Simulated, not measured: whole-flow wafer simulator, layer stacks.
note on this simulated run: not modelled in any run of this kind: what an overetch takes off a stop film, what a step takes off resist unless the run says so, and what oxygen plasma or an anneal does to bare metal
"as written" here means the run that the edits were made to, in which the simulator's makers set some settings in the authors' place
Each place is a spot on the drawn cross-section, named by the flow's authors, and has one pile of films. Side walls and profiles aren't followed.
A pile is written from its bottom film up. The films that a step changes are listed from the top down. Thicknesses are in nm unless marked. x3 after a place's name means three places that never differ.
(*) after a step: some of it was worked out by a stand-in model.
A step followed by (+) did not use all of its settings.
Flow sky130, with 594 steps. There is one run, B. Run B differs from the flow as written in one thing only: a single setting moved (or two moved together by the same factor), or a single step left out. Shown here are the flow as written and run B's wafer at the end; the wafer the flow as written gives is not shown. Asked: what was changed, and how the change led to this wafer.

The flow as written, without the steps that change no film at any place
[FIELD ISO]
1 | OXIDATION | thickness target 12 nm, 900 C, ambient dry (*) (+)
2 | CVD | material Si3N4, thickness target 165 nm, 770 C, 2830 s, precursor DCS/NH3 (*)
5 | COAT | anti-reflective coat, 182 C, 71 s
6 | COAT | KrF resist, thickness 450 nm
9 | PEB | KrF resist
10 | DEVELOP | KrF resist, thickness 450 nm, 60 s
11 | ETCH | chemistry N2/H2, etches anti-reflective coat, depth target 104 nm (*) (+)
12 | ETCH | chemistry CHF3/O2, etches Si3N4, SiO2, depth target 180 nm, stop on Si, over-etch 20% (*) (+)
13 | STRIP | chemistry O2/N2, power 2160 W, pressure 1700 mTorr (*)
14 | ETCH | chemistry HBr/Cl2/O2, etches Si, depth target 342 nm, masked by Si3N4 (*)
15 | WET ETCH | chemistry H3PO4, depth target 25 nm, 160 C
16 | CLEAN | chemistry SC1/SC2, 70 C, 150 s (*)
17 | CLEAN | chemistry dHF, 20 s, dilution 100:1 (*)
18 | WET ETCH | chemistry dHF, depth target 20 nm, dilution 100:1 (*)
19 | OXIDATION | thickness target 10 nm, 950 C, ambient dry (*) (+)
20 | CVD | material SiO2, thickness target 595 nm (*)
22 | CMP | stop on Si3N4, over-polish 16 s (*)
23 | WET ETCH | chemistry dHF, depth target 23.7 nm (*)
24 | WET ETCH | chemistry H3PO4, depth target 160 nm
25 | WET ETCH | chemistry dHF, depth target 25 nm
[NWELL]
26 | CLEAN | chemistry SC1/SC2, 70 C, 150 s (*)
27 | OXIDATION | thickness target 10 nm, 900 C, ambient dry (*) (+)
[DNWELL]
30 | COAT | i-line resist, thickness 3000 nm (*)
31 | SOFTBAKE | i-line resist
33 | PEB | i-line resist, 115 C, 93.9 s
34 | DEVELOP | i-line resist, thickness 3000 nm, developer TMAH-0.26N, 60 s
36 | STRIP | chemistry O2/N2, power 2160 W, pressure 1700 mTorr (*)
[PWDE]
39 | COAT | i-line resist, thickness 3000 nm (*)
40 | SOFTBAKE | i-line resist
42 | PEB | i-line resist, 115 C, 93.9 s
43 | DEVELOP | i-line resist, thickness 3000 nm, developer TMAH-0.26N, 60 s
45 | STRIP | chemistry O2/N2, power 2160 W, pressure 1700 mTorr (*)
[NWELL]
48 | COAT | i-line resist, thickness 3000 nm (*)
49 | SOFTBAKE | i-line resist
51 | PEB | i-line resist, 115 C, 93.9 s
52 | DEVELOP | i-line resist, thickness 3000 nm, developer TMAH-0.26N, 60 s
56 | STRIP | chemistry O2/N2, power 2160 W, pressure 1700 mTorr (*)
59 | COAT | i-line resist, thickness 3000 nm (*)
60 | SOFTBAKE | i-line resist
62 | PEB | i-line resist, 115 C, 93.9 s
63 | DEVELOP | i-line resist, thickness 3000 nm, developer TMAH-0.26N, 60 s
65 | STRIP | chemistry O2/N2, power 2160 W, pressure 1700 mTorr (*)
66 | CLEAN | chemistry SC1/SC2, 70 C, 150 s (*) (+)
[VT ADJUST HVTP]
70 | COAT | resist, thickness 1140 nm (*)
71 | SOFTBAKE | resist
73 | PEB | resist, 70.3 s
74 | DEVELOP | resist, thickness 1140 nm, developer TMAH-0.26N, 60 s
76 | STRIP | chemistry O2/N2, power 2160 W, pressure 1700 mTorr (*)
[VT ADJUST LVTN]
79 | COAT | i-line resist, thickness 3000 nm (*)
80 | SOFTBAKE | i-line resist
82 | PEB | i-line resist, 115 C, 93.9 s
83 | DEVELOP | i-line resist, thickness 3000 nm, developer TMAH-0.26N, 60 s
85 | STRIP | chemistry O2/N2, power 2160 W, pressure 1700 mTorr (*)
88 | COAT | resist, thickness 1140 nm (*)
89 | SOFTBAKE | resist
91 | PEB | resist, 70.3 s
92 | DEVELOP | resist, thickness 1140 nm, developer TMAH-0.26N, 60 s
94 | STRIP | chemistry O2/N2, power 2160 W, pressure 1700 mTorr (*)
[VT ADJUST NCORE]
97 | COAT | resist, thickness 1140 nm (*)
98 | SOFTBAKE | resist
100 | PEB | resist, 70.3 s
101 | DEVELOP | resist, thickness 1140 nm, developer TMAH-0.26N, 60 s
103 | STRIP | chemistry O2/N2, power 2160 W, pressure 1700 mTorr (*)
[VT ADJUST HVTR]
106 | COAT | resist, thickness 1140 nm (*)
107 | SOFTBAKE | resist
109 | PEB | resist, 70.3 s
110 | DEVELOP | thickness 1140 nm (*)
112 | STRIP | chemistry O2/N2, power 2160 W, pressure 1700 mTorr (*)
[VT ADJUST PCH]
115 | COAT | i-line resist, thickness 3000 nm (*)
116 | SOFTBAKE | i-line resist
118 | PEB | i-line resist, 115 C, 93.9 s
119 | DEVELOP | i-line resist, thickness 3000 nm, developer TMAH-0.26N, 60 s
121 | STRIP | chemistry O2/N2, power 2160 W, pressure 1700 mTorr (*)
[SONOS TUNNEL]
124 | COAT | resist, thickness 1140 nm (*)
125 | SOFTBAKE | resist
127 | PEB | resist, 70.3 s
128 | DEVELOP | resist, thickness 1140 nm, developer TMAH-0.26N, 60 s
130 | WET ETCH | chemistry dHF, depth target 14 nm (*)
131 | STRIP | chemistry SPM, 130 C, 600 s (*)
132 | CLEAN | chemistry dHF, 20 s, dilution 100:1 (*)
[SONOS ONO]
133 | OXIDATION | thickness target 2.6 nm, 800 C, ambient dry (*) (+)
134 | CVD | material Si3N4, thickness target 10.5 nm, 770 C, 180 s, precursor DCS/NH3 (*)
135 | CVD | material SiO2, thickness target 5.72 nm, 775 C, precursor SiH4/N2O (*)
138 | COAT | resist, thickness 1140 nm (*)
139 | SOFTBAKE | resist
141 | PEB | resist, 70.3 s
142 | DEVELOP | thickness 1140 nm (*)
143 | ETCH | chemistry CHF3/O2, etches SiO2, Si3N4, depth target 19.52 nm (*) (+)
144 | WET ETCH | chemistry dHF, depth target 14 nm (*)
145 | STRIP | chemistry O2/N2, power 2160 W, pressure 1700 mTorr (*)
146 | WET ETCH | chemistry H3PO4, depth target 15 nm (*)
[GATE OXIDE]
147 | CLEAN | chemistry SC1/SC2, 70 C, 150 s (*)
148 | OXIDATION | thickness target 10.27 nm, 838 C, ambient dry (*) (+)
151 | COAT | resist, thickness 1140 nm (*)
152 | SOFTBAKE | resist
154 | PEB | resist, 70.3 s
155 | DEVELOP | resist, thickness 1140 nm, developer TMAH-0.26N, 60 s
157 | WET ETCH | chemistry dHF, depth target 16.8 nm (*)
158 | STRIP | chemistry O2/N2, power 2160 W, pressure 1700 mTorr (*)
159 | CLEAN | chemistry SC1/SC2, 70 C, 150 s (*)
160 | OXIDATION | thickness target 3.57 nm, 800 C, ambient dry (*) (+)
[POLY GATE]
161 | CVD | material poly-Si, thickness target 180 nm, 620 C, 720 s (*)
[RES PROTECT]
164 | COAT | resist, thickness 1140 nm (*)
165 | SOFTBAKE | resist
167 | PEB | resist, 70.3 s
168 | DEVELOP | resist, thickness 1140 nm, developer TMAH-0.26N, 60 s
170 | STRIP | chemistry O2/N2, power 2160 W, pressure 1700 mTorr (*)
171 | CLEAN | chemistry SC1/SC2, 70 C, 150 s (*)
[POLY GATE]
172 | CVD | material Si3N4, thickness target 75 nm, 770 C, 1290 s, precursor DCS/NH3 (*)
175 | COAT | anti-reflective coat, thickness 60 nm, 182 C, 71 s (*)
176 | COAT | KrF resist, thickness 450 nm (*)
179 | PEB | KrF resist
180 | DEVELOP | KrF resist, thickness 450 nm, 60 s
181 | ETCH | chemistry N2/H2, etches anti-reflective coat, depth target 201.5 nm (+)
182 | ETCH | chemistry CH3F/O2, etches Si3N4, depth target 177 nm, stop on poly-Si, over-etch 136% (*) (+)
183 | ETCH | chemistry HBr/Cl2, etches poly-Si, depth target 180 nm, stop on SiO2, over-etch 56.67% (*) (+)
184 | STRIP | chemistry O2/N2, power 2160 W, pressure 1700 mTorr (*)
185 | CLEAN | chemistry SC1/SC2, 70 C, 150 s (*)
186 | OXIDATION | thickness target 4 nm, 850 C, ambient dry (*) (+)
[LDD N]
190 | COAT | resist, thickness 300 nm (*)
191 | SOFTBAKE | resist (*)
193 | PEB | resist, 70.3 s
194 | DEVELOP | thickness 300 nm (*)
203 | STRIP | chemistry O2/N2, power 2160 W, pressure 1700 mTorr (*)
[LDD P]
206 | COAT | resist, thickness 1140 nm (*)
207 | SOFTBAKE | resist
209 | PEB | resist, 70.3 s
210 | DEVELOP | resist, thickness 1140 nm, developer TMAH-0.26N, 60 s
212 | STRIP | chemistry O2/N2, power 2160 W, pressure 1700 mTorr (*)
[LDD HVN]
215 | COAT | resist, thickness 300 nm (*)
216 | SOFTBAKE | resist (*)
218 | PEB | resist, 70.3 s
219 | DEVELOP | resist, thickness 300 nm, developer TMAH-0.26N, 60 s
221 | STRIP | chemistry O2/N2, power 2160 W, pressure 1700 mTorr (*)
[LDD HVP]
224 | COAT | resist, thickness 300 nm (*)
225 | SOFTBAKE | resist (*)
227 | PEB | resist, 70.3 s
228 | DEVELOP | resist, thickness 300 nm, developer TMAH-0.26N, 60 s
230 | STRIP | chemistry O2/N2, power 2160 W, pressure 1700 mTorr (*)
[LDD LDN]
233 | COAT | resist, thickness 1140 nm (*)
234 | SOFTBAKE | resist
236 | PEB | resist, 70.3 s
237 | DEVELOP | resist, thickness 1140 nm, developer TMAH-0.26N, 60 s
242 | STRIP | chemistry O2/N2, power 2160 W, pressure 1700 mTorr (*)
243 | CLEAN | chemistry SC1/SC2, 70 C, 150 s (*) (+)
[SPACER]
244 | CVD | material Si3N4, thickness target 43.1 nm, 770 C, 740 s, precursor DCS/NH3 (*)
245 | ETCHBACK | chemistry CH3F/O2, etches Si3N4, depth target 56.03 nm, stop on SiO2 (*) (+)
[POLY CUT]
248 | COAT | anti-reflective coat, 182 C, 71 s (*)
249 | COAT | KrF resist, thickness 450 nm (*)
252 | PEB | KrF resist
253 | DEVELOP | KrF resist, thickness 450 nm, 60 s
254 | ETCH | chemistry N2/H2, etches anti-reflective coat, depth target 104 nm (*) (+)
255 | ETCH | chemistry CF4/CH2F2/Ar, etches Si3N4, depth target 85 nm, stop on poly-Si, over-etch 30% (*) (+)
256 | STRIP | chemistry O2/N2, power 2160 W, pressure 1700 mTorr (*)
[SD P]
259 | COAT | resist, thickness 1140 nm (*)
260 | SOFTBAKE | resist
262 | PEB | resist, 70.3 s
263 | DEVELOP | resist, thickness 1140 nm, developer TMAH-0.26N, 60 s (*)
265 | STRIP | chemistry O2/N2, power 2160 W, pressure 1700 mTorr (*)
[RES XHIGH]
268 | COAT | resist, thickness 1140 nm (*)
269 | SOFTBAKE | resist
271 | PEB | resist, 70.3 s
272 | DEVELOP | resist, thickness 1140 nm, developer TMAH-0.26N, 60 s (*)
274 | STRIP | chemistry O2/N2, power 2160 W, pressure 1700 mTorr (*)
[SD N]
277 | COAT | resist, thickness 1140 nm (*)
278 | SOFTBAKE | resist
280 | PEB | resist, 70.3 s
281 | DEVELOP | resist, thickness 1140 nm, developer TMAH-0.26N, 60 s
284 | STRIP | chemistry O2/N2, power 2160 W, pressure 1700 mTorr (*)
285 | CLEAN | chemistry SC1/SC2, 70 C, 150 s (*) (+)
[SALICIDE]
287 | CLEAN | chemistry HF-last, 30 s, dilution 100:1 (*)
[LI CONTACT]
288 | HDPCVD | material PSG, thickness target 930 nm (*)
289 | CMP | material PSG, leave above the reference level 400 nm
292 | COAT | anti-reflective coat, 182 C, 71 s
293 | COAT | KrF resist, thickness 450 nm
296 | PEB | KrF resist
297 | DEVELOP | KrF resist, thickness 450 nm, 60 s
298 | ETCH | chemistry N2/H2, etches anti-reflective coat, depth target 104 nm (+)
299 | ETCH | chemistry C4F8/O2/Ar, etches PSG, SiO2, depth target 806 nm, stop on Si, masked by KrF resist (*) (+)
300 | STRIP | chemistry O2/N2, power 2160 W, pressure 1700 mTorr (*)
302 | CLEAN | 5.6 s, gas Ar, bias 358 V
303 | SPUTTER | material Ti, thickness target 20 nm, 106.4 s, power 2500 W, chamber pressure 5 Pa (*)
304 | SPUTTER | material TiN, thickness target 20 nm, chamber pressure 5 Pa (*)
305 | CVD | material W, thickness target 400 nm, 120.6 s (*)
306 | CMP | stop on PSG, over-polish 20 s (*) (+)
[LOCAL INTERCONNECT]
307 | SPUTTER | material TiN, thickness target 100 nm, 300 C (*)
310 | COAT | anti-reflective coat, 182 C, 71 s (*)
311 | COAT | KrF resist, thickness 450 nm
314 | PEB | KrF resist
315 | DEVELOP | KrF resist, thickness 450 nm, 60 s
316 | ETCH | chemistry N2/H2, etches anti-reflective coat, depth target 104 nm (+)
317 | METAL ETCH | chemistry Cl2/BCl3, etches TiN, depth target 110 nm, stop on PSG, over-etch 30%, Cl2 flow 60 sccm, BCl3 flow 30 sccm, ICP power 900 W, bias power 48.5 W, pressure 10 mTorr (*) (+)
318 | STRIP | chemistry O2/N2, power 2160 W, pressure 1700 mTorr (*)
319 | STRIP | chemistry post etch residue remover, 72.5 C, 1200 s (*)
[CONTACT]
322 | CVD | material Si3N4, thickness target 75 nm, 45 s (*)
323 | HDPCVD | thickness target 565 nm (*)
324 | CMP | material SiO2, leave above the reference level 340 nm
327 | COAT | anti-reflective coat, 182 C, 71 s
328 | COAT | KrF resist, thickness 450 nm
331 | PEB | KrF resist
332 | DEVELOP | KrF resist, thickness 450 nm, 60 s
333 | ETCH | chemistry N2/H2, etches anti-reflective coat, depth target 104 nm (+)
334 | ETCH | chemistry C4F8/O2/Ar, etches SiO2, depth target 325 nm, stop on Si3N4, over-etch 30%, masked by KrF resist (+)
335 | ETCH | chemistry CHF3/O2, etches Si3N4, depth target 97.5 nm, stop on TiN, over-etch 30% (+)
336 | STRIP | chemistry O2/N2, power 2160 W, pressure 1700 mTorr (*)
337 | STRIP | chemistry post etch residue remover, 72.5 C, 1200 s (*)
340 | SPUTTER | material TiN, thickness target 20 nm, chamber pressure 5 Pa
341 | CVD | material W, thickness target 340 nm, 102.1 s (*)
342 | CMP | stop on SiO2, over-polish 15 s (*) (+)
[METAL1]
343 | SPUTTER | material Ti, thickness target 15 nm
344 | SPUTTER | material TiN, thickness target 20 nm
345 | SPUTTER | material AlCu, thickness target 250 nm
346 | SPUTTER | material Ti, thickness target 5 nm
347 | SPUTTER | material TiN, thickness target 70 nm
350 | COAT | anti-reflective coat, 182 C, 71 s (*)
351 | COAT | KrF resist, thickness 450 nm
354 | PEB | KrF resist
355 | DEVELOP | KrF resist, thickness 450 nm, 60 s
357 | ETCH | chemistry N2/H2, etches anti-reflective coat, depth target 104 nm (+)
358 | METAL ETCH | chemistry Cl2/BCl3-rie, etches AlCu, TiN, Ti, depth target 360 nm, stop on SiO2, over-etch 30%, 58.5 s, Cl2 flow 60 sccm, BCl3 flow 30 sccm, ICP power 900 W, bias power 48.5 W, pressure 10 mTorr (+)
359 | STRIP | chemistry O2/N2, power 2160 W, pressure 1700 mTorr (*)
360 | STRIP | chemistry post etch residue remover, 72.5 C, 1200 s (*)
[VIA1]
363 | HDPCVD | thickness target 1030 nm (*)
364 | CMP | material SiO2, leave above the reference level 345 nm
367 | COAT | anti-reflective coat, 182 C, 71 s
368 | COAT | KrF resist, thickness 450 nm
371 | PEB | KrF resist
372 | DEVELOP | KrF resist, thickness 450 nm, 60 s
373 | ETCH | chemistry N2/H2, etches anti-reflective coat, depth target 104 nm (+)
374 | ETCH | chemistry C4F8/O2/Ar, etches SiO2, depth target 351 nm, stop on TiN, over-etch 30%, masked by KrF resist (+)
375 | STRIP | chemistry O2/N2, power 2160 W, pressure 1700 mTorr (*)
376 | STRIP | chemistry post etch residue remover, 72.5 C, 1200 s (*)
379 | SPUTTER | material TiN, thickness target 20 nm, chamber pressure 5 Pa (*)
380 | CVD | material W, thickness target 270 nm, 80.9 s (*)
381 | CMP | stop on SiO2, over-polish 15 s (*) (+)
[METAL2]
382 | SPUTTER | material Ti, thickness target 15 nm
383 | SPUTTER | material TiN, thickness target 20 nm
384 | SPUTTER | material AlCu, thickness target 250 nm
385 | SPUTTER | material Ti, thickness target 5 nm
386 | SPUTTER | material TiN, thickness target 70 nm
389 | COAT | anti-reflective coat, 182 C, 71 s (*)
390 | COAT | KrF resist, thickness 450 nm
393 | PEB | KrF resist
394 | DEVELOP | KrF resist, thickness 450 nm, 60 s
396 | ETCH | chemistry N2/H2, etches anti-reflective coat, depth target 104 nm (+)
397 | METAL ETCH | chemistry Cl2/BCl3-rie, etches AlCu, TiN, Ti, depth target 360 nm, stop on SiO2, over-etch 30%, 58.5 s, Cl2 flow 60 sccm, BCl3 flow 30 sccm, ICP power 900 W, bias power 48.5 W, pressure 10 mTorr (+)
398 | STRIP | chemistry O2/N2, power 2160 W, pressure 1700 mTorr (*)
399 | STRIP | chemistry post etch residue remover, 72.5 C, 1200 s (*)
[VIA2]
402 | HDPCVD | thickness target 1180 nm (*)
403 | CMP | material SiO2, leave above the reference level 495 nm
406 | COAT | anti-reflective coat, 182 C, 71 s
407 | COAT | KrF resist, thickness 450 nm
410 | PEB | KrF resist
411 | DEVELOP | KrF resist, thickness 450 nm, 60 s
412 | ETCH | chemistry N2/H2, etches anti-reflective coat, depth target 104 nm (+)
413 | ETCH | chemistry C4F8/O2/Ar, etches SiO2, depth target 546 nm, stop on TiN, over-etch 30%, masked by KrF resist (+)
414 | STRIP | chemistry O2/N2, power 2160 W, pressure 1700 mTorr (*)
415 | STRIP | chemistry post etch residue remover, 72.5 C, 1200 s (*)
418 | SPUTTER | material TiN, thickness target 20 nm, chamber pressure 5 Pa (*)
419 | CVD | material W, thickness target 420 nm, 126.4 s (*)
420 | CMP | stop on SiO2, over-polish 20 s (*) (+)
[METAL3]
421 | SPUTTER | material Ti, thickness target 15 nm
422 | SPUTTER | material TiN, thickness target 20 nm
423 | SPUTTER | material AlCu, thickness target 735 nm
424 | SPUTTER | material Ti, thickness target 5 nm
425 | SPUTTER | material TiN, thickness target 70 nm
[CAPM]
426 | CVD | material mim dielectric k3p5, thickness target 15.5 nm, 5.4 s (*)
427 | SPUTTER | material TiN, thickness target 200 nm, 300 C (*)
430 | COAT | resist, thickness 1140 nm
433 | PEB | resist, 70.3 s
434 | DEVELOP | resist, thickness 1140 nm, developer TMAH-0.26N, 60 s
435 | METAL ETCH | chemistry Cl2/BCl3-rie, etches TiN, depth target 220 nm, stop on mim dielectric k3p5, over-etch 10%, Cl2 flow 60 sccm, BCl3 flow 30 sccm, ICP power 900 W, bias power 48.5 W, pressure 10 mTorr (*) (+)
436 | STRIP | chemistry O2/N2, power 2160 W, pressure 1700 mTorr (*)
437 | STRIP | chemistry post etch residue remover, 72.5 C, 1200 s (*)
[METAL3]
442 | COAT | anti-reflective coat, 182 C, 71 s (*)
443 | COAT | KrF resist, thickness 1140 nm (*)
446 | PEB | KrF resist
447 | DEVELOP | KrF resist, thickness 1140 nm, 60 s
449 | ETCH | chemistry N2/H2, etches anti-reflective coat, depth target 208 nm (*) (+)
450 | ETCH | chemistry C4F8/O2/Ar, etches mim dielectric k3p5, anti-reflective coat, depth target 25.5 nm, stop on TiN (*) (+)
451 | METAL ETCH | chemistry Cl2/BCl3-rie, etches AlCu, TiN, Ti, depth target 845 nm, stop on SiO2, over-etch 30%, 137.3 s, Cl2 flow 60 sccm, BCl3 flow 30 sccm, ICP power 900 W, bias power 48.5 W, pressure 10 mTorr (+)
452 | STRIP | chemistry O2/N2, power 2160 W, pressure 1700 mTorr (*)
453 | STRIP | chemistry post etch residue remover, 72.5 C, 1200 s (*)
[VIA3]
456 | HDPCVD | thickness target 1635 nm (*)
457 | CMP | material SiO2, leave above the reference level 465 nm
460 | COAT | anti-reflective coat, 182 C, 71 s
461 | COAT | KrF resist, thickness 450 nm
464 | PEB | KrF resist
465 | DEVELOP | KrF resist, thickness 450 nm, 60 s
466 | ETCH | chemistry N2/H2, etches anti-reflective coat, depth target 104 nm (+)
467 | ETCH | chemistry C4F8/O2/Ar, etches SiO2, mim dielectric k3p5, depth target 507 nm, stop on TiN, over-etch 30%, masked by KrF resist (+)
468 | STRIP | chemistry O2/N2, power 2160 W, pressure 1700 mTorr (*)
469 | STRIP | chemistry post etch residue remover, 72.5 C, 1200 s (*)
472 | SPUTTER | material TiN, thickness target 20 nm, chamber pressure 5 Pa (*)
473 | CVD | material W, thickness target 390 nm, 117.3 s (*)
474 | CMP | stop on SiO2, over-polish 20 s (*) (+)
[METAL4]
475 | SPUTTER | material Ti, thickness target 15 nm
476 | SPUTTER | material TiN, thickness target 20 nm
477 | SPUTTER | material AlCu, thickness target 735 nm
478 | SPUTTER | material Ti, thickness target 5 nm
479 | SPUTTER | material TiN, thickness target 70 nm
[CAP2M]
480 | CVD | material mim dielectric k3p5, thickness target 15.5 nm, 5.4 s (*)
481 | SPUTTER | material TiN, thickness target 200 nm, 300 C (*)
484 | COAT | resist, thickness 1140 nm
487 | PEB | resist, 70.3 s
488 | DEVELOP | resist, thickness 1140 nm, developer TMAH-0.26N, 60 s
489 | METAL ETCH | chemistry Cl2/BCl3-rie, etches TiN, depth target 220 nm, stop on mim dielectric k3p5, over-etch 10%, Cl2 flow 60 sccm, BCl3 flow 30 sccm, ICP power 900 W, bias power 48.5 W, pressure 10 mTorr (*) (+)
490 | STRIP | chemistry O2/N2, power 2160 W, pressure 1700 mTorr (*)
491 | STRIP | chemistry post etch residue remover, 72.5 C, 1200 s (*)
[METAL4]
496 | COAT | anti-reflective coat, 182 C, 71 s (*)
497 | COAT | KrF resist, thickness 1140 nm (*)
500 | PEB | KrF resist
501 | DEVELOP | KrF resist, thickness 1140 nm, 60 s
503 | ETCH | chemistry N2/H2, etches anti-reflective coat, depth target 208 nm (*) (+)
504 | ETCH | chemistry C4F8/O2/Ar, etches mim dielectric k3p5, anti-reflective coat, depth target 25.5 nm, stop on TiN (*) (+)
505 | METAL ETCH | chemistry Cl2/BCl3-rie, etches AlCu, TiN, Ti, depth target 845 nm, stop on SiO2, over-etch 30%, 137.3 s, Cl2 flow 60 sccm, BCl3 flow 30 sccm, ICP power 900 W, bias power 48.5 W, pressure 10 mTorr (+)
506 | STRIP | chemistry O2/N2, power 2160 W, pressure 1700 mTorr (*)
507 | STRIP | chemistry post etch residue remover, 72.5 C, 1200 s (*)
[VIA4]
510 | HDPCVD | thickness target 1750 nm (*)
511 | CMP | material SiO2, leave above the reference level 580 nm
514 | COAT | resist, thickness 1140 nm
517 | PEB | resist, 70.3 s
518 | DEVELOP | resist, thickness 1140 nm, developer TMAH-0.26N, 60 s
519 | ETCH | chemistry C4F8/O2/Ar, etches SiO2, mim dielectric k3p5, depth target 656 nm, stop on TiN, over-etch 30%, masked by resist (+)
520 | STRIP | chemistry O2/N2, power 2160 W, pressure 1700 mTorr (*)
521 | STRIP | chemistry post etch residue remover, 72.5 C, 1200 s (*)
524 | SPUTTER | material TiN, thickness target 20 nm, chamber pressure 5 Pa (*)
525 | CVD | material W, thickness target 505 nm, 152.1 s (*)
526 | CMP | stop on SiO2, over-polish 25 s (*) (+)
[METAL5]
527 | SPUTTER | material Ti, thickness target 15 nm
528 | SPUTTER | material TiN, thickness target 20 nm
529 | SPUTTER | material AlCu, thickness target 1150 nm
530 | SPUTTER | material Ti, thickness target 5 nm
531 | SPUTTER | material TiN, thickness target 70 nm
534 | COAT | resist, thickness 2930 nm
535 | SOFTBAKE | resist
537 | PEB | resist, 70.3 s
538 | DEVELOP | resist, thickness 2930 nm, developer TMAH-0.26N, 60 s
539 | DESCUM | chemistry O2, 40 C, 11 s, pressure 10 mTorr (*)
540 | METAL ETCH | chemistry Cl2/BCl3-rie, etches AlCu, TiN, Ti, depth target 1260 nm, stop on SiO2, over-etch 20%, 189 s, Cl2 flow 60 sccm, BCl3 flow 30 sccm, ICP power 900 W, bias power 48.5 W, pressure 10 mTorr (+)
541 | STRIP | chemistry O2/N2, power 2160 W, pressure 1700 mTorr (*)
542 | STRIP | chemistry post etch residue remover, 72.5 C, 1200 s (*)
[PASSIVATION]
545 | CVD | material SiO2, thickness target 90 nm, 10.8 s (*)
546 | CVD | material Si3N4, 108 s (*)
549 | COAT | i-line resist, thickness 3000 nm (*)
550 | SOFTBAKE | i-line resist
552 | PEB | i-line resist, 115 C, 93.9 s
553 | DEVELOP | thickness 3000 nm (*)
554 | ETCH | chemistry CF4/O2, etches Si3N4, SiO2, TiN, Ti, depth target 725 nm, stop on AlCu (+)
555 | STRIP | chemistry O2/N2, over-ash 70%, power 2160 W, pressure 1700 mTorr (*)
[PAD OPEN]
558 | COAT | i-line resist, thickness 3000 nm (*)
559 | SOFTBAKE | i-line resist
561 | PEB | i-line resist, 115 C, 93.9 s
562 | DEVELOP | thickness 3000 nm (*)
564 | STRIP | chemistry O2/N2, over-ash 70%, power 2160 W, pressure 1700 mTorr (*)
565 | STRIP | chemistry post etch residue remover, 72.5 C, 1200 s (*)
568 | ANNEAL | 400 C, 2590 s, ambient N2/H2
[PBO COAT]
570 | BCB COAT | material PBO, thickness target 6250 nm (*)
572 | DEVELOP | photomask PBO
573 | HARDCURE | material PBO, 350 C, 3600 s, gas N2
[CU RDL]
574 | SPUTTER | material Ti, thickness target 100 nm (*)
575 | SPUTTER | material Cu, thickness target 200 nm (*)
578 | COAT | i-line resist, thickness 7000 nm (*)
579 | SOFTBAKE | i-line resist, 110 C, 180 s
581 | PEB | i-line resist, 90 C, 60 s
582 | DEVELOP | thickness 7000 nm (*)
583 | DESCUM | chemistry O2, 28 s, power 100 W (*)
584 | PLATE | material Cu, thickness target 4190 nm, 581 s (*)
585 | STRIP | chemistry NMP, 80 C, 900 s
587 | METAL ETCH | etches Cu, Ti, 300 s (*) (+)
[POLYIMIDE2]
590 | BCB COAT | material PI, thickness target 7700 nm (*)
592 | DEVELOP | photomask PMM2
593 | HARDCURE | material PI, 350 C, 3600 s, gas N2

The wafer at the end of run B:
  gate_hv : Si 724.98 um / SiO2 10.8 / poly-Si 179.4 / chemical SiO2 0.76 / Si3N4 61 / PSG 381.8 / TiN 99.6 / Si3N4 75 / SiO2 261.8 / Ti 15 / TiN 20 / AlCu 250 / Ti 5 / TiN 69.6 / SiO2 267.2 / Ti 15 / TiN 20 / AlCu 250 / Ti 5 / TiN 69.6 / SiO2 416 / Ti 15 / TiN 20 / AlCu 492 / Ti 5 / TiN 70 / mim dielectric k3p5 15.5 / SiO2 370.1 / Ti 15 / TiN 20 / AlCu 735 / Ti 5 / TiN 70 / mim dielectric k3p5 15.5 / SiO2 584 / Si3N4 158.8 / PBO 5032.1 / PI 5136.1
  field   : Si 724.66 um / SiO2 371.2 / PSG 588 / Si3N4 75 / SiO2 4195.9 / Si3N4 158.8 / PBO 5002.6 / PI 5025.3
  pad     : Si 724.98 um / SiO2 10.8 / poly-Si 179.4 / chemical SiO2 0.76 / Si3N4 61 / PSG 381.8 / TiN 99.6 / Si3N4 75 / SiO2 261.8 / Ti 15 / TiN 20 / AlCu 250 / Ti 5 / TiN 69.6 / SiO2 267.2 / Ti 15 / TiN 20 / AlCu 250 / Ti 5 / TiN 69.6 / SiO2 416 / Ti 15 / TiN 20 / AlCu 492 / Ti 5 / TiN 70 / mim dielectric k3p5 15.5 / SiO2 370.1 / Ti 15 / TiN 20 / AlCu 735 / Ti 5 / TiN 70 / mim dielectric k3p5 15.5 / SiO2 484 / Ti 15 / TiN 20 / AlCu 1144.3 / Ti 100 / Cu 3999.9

The reason: step 423, SPUTTER: thickness target 492 nm was run, though the flow has thickness target 735 nm.
The wafer lets one read it off: gate_hv has AlCu 492, and step 423 as written asks for 735 nm.

The path from the change to this, step by step:
  423 | SPUTTER | material AlCu, thickness target 735 nm
      field, active, n_well and 188 more: AlCu gains 492 (new film) (as written it would have been: AlCu gains 735 (new film))
  451 | METAL ETCH | chemistry Cl2/BCl3-rie, etches AlCu, TiN, Ti, depth target 845 nm, stop on SiO2, over-etch 30%, 137.3 s, Cl2 flow 60 sccm, BCl3 flow 30 sccm, ICP power 900 W, bias power 48.5 W, pressure 10 mTorr (+)
      field, gate, spacer and 61 more: TiN loses 70 (all of it), Ti loses 5 (all of it), AlCu loses 492 (all of it), TiN loses 20 (all of it), Ti loses 15 (all of it), SiO2 loses 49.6 (as written it would have been: TiN loses 70 (all of it), Ti loses 5 (all of it), AlCu loses 735 (all of it), TiN loses 20 (all of it), Ti loses 15 (all of it), SiO2 loses 25.4)
      vpp_ln, vpp_iso2, ndiff_ln, ndiff_cd, via1_hole, via1_enc, via_li1, m2_ln_cd: TiN loses 70 (all of it), Ti loses 5 (all of it), AlCu loses 492 (all of it), TiN loses 20 (all of it), Ti loses 15 (all of it), SiO2 loses 49.6 (as written it would have been: TiN loses 70 (all of it), Ti loses 5 (all of it), AlCu loses 735 (all of it), TiN loses 20 (all of it), Ti loses 15 (all of it), SiO2 loses 25.3)
      (and at 13 other places as well)
  457 | CMP | material SiO2, leave above the reference level 465 nm
      field, active, gate and 82 more: SiO2 loses 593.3 (as written it would have been: SiO2 loses 374.7)
